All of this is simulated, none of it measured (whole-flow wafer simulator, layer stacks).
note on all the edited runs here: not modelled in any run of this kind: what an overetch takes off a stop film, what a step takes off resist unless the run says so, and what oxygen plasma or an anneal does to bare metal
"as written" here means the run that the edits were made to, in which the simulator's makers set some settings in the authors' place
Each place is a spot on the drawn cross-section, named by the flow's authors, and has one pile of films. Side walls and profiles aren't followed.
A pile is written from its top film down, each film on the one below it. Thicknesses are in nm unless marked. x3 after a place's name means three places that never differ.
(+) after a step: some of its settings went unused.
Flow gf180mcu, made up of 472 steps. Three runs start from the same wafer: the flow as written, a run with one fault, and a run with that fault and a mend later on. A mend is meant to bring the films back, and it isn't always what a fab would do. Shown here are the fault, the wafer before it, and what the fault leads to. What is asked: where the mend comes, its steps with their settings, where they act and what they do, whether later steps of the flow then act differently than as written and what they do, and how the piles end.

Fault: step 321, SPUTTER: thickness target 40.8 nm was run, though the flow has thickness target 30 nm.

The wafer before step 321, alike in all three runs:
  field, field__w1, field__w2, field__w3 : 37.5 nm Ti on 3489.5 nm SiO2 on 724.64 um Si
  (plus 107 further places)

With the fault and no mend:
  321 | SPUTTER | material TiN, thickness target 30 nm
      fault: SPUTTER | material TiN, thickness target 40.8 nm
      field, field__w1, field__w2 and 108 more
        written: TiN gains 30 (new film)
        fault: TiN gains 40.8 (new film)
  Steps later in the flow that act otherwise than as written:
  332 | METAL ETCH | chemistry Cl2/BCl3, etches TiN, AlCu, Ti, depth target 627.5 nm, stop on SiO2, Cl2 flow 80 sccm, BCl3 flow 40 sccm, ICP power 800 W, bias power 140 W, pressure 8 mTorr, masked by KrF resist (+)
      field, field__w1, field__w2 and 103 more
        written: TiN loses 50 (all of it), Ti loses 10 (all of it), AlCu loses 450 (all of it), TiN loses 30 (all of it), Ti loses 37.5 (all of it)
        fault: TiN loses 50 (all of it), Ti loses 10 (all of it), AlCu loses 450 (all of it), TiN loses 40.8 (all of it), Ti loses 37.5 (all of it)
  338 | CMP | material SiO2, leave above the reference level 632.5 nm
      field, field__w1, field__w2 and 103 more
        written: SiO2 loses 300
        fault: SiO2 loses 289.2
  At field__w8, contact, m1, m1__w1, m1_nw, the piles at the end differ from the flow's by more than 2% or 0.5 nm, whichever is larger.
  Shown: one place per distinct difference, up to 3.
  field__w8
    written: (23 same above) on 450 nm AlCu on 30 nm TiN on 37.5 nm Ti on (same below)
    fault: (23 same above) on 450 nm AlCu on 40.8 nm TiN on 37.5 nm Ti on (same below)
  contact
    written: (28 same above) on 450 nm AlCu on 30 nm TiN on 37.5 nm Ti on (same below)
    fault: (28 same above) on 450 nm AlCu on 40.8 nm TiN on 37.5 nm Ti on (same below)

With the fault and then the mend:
  The mend stands after step 321.
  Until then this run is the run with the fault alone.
  321a | METAL ETCH | chemistry Cl2/BCl3, etches TiN, AlCu, Ti, depth target 10.8 nm, Cl2 flow 80 sccm, BCl3 flow 40 sccm, ICP power 800 W, bias power 140 W, pressure 8 mTorr (a further turn of the flow's step 260, with different settings)
      field, field__w1, field__w2 and 108 more
        TiN loses 10.8
  Every later step of the flow that is run acts as written at every place that is followed.
  By the end, the piles equal the flow's at every place that both follow.
